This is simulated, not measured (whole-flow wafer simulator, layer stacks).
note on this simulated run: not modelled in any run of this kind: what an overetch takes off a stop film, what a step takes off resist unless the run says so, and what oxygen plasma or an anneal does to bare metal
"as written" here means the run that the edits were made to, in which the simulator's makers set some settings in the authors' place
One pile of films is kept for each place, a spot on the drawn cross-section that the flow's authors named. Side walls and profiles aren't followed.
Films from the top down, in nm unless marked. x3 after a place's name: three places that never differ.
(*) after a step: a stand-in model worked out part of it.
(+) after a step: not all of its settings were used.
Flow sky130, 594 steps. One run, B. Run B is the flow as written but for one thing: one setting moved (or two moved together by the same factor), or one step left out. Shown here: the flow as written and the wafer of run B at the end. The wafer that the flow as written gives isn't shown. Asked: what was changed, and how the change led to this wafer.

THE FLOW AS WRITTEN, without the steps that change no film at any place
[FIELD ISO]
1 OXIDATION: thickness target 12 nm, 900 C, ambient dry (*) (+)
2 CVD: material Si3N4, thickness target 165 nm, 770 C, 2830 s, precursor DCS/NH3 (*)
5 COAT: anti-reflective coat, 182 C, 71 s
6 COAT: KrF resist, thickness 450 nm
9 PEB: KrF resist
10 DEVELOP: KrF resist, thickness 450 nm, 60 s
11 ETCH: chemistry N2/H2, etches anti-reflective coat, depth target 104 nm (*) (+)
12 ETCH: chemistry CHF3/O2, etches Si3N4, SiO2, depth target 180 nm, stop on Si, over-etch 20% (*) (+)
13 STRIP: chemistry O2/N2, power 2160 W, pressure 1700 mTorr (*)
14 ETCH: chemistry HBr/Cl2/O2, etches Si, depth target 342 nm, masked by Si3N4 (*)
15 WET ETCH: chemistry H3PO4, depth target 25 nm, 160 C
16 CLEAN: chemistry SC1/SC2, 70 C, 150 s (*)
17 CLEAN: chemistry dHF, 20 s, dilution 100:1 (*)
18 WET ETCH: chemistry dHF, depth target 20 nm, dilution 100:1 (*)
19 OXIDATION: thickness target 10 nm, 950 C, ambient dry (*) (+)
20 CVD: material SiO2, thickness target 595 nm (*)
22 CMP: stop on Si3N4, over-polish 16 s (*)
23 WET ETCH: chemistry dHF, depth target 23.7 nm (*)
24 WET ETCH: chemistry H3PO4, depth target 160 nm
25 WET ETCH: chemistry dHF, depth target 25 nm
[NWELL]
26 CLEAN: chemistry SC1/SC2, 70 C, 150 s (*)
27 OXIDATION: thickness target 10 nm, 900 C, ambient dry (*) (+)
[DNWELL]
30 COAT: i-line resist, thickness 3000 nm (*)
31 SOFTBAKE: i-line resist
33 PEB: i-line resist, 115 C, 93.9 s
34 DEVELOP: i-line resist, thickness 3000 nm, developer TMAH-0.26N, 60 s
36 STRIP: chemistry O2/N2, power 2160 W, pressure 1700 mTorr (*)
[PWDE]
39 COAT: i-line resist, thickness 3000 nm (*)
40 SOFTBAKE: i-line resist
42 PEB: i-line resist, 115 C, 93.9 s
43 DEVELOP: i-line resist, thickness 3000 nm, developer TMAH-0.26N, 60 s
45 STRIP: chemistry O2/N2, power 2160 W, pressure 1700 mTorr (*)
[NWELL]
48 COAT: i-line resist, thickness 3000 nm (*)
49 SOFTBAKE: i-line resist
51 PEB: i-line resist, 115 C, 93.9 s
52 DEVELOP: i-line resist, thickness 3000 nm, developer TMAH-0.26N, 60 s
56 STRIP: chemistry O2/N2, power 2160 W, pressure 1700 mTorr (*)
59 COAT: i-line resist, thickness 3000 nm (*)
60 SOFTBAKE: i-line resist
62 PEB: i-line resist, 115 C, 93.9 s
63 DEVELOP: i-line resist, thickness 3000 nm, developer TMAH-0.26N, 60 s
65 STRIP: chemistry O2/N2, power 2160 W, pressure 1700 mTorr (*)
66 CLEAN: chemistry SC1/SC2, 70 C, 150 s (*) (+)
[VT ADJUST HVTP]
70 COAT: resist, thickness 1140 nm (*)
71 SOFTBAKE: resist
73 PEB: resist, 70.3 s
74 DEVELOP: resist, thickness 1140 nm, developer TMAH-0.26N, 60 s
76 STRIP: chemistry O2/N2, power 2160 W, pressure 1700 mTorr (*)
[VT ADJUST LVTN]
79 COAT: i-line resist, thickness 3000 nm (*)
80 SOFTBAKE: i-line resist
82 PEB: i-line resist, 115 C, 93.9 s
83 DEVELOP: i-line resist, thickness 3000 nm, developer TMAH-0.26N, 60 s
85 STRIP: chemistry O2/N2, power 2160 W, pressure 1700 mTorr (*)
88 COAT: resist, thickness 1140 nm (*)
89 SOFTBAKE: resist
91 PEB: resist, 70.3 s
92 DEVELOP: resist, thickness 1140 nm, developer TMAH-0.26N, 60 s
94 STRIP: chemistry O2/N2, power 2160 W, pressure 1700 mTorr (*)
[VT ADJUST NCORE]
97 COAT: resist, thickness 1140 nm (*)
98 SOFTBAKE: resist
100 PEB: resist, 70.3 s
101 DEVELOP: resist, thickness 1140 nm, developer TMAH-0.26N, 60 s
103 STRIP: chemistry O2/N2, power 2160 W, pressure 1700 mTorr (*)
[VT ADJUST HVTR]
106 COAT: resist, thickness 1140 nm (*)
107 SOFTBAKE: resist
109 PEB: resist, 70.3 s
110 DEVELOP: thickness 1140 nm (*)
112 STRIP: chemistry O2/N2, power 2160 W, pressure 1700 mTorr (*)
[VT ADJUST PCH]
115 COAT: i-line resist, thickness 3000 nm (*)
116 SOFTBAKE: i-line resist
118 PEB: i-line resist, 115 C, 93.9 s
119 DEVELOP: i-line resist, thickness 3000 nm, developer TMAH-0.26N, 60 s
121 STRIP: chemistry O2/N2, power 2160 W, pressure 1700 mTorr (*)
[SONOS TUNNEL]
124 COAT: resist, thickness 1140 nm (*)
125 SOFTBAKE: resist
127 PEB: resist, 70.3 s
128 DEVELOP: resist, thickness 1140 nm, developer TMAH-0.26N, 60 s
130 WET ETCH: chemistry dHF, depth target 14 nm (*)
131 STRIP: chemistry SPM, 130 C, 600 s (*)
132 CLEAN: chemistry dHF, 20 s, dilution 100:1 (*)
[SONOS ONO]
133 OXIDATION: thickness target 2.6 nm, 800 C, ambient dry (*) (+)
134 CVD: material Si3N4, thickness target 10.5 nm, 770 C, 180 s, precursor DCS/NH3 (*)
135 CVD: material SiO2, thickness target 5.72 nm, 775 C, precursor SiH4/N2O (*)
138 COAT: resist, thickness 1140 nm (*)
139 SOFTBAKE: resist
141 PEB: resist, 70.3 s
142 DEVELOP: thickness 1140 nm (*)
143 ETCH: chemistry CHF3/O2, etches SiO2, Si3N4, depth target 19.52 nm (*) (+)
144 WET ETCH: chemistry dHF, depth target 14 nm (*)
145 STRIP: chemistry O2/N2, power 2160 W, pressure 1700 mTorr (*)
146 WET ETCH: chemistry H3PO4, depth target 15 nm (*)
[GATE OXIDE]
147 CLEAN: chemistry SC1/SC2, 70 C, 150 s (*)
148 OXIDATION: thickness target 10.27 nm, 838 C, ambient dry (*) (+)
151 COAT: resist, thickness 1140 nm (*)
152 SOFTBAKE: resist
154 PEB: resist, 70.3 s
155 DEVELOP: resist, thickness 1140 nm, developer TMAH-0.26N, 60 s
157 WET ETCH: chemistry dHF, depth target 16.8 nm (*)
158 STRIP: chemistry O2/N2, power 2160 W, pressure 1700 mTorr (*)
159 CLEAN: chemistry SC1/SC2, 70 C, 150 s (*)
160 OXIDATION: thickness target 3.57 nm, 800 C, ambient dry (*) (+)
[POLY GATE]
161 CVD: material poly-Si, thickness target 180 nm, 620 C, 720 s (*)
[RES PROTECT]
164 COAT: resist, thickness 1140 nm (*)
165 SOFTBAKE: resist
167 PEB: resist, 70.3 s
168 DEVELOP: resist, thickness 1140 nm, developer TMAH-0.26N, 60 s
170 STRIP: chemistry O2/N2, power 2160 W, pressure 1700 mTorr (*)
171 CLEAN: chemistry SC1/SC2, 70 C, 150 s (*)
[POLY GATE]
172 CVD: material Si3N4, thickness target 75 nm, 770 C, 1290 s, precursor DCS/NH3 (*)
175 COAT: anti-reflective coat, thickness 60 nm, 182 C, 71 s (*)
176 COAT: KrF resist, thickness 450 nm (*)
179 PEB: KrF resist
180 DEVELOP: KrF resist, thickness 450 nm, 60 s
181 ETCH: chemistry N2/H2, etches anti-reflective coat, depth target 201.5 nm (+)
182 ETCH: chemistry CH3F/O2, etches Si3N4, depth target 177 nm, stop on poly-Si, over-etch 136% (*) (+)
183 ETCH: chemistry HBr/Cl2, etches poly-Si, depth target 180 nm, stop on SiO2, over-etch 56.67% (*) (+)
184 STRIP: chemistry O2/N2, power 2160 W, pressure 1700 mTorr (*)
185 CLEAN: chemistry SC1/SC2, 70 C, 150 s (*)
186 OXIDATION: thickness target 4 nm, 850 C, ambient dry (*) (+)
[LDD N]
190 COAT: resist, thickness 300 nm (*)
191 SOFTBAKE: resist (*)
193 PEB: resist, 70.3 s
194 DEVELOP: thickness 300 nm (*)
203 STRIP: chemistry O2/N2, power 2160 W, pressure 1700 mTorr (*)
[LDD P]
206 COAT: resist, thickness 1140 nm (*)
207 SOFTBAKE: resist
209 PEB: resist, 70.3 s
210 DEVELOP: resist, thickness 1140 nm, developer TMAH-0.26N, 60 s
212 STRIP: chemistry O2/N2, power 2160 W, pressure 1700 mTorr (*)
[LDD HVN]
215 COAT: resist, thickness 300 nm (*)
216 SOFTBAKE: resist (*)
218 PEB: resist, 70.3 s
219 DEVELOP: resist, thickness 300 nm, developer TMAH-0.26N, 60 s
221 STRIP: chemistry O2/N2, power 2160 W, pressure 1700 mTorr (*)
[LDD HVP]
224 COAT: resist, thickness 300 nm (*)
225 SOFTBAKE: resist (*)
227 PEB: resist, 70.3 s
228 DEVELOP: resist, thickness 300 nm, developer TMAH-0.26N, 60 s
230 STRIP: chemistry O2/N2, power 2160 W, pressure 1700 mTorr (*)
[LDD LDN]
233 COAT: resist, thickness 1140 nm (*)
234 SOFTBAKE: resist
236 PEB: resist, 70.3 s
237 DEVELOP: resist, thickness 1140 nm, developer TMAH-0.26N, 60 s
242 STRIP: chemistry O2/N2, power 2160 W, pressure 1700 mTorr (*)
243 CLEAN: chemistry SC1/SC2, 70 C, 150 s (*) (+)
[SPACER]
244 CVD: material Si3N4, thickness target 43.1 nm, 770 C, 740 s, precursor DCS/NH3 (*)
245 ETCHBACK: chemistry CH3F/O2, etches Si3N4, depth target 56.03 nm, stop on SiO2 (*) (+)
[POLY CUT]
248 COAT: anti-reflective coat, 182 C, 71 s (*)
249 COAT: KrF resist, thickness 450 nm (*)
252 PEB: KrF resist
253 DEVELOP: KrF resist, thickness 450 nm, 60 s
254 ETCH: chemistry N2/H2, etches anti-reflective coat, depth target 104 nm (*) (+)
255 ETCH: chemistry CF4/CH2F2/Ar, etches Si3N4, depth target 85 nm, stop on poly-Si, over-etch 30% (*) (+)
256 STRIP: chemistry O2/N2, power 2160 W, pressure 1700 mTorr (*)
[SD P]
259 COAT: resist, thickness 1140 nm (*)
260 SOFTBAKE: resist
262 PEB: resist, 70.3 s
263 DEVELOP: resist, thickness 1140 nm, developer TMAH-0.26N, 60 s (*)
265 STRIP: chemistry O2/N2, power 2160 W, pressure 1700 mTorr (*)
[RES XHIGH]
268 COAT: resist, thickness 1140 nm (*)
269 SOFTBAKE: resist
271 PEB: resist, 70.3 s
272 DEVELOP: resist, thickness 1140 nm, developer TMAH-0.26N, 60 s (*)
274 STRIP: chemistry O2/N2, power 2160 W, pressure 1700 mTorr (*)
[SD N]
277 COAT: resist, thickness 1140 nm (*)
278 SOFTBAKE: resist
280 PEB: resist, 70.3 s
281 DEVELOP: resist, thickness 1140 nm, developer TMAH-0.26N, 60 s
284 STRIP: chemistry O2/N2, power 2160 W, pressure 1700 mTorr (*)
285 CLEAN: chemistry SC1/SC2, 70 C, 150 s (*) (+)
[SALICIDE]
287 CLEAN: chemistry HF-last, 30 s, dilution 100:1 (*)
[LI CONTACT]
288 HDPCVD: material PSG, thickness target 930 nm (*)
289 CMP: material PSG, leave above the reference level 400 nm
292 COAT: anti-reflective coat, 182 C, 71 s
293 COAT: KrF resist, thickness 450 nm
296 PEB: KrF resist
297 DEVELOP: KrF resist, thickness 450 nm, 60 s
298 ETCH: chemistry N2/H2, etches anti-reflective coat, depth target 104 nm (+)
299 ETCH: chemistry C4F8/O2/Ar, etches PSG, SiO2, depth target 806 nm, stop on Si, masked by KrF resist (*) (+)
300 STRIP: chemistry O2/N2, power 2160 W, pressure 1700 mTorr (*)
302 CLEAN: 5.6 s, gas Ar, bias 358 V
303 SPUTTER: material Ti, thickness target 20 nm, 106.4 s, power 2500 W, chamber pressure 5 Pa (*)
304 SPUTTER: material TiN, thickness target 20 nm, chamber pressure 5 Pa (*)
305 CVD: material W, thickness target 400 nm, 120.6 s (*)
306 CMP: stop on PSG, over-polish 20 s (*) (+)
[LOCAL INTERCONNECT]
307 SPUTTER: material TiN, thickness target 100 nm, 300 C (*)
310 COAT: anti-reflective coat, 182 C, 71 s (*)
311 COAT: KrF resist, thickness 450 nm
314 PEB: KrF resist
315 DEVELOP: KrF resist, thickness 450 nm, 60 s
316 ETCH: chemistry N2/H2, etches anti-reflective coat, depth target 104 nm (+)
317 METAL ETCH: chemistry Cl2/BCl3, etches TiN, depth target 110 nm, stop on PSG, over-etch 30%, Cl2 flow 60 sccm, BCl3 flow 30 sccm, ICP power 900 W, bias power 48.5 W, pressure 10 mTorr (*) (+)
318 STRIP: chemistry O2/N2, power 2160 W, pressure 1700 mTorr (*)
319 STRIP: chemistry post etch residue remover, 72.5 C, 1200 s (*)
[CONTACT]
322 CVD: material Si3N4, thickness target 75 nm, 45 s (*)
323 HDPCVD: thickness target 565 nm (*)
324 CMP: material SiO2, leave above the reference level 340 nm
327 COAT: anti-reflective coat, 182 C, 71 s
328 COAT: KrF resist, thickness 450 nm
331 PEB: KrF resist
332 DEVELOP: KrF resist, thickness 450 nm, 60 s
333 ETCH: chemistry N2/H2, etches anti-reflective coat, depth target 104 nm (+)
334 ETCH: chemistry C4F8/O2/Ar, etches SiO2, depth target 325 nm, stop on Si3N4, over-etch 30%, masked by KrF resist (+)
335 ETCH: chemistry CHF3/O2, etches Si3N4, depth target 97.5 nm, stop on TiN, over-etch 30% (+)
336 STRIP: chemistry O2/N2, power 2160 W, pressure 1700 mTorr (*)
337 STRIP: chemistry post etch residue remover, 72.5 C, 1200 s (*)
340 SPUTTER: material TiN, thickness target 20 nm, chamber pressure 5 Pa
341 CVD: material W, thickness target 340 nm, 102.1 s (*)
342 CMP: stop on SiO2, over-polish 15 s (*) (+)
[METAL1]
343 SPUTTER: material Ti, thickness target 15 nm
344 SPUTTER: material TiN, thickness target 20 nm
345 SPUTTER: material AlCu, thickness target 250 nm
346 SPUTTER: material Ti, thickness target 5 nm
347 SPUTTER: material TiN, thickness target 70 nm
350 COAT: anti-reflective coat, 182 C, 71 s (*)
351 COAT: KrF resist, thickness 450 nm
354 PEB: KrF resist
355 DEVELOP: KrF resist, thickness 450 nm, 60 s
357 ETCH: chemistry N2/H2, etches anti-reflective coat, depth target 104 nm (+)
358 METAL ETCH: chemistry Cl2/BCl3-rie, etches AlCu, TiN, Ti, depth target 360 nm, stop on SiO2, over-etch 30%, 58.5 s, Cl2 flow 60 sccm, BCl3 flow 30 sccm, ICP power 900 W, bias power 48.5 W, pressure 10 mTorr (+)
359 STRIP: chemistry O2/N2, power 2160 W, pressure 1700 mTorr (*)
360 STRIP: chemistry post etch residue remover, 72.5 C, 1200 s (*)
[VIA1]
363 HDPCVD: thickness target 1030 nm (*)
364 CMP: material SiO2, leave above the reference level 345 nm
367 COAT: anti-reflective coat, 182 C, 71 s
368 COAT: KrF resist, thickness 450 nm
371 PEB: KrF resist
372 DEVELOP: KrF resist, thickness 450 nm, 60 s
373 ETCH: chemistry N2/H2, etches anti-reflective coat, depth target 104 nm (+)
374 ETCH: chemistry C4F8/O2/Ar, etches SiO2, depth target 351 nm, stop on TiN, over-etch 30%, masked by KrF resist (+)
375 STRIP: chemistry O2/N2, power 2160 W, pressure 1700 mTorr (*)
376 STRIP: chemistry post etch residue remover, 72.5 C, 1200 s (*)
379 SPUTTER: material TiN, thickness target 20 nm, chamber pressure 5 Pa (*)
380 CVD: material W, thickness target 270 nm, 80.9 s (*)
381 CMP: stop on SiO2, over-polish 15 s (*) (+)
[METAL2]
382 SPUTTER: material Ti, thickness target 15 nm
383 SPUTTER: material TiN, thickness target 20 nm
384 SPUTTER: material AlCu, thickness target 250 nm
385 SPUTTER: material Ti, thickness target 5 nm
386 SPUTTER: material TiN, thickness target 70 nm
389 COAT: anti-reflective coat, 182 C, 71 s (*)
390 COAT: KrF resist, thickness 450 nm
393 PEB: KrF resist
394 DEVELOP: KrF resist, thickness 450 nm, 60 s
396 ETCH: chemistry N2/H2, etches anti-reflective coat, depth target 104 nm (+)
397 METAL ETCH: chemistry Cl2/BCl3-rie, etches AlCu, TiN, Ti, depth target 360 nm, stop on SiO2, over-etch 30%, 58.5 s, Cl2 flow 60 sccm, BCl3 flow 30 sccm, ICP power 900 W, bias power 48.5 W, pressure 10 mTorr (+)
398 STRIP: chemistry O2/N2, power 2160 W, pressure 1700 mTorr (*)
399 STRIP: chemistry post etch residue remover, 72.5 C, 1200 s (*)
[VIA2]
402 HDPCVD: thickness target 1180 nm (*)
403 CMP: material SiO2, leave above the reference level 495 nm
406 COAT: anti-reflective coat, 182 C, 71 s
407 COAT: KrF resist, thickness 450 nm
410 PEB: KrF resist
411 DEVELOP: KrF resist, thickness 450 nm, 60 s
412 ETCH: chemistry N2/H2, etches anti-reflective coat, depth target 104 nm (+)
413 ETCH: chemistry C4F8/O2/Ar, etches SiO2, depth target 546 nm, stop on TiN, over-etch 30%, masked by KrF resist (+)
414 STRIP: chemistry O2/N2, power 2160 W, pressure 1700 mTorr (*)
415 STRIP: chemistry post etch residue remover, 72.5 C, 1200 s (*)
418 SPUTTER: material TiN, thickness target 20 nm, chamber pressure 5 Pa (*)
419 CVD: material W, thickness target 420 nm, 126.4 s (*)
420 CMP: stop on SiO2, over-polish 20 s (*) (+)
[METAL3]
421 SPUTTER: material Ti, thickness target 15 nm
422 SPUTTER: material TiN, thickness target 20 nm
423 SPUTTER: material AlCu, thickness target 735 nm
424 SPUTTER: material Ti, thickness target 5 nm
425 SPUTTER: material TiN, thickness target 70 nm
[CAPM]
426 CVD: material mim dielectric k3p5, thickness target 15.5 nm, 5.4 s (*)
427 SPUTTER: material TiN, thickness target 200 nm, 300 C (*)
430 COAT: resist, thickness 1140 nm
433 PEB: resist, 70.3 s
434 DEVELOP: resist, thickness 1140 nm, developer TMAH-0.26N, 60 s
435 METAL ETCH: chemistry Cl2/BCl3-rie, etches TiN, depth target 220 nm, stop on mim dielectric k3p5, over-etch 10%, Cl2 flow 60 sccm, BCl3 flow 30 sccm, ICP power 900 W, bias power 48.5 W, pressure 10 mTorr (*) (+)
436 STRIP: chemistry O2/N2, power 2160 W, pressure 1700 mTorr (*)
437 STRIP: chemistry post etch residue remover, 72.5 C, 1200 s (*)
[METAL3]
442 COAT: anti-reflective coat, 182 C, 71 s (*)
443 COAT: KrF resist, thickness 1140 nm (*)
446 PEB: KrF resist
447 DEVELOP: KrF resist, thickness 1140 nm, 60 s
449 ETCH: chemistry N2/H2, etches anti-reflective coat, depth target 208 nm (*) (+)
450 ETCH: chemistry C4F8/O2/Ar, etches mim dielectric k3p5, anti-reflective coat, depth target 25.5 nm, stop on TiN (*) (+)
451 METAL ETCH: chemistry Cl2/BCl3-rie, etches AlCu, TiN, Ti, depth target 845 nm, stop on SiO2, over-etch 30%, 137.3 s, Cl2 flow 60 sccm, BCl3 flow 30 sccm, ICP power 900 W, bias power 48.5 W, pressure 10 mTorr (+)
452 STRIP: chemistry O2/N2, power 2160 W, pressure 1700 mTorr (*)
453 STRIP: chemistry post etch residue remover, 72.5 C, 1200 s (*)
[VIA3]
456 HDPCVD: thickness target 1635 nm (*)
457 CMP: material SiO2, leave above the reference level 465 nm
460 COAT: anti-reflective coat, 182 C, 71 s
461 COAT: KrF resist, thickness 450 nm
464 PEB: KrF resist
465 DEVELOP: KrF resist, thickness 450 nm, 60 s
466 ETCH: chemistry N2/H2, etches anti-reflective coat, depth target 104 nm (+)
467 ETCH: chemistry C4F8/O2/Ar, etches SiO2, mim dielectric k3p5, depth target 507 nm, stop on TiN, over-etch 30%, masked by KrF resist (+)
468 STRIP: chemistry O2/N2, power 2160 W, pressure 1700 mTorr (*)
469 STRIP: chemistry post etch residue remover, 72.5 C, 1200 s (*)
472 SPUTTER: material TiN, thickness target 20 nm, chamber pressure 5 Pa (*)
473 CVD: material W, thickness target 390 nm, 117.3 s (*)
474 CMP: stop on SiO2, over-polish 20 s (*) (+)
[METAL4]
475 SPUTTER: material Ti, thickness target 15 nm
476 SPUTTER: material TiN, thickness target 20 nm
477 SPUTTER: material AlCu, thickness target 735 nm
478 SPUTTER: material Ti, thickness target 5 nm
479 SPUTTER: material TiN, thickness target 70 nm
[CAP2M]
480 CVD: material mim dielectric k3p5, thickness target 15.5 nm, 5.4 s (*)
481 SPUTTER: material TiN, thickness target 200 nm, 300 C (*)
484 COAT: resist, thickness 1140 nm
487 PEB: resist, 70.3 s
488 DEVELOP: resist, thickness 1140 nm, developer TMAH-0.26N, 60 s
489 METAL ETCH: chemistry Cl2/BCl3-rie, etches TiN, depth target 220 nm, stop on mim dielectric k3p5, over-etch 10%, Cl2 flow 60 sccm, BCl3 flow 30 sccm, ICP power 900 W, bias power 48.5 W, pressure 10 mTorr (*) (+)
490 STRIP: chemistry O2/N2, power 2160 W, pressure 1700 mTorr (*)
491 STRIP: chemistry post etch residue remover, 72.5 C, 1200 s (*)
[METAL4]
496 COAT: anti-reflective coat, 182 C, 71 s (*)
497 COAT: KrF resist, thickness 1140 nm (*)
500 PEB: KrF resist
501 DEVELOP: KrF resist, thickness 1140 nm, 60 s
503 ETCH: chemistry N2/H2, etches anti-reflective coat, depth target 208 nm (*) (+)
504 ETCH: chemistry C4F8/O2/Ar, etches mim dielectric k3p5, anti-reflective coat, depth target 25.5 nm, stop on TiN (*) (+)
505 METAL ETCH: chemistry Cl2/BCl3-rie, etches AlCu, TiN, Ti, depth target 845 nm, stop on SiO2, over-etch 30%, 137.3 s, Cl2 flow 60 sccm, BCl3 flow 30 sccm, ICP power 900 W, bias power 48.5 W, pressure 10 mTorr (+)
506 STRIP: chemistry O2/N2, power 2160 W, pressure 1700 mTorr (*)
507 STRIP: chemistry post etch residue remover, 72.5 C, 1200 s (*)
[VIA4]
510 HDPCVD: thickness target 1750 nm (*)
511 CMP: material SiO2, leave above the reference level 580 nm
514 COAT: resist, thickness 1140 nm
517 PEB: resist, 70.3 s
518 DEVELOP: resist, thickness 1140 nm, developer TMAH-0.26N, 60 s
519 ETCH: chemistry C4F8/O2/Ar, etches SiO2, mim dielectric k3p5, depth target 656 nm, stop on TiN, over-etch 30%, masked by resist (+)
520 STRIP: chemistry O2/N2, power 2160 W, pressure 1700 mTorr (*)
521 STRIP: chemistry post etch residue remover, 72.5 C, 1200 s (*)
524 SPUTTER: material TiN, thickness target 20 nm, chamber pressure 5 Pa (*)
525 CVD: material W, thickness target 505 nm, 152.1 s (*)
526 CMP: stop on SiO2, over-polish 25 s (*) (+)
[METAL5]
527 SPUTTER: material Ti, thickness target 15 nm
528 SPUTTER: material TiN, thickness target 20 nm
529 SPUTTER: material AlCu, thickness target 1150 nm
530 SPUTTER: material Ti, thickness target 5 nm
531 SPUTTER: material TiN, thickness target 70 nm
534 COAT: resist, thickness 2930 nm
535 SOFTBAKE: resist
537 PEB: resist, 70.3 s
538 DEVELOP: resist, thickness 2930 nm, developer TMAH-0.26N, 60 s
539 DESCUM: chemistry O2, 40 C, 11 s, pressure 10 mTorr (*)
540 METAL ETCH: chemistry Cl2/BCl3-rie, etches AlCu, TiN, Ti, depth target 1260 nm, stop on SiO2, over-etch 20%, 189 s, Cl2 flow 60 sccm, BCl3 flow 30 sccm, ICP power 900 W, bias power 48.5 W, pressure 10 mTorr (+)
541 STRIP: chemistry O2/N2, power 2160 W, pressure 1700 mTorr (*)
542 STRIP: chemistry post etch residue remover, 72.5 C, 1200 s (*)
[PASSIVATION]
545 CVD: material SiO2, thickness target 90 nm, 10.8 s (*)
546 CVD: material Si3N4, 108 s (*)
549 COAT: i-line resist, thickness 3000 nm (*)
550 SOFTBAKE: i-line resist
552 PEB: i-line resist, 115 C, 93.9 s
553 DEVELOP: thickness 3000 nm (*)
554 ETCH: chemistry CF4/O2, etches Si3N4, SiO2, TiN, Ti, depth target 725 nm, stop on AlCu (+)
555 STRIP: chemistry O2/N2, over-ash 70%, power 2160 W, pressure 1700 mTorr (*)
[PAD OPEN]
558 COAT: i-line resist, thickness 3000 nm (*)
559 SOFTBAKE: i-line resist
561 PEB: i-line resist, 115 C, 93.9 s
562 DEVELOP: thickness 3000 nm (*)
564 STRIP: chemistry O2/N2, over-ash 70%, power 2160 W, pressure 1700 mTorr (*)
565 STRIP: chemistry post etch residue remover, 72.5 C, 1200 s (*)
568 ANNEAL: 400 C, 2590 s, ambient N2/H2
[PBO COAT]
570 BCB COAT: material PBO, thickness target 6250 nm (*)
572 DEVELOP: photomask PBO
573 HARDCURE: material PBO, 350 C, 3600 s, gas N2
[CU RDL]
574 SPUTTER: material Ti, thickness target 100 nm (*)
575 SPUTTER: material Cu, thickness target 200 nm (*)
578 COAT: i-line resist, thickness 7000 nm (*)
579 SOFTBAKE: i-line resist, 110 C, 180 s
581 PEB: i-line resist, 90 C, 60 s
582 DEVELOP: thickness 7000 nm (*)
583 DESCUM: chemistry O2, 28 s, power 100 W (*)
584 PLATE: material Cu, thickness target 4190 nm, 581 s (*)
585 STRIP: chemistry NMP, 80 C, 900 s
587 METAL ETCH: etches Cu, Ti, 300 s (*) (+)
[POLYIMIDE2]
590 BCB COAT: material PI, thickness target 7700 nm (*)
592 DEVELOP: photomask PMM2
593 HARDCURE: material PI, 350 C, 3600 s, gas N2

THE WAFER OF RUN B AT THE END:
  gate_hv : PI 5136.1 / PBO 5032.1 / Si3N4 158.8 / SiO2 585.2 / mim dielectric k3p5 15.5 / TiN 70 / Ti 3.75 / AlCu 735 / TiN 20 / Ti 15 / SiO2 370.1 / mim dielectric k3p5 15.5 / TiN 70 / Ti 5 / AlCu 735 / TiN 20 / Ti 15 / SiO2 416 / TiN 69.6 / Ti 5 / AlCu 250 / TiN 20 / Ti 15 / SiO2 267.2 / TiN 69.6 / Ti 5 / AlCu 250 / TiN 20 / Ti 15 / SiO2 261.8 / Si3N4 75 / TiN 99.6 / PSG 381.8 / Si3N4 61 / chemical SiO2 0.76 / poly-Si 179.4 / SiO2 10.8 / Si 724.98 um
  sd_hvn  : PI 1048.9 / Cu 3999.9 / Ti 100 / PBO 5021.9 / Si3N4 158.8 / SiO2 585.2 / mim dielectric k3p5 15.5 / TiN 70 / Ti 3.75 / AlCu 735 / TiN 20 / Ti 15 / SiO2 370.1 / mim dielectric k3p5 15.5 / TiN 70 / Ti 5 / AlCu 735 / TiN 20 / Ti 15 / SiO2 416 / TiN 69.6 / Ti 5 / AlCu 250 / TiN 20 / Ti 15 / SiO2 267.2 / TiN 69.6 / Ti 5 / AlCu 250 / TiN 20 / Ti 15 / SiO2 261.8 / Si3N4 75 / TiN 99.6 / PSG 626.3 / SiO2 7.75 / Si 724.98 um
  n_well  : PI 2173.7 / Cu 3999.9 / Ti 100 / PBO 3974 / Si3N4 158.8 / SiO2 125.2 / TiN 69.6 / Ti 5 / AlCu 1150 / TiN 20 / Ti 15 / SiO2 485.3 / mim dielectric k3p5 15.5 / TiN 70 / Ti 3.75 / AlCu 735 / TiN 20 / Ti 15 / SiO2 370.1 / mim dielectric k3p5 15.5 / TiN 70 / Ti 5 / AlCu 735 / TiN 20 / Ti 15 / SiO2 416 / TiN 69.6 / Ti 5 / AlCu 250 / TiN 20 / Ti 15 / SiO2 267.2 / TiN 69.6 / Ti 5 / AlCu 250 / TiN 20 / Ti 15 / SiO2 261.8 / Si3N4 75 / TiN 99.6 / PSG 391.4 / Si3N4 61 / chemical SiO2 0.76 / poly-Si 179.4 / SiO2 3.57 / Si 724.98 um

The cause: step 478, SPUTTER: thickness target 3.75 nm was run, where the flow has thickness target 5 nm.
It can be read off the wafer: gate_hv has Ti 3.75, and step 478 as written asks for 5 nm.

How the change led to this, step by step:
  478 SPUTTER: material Ti, thickness target 5 nm
      field, active, n_well and 189 more: Ti +3.75 (new film) (as written it would be: Ti +5 (new film))
  505 METAL ETCH: chemistry Cl2/BCl3-rie, etches AlCu, TiN, Ti, depth target 845 nm, stop on SiO2, over-etch 30%, 137.3 s, Cl2 flow 60 sccm, BCl3 flow 30 sccm, ICP power 900 W, bias power 48.5 W, pressure 10 mTorr (+)
      field, gate, spacer and 68 more: TiN -70 (all of it), Ti -3.75 (all of it), AlCu -735 (all of it), TiN -20 (all of it), Ti -15 (all of it), SiO2 -25.5 (as written it would be: TiN -70 (all of it), Ti -5 (all of it), AlCu -735 (all of it), TiN -20 (all of it), Ti -15 (all of it), SiO2 -25.4)
      active, vpp_iso1, mim_edge_plate and 14 more: TiN -70 (all of it), Ti -3.75 (all of it), AlCu -735 (all of it), TiN -20 (all of it), Ti -15 (all of it), SiO2 -25.5 (as written it would be: TiN -70 (all of it), Ti -5 (all of it), AlCu -735 (all of it), TiN -20 (all of it), Ti -15 (all of it), SiO2 -25.3)
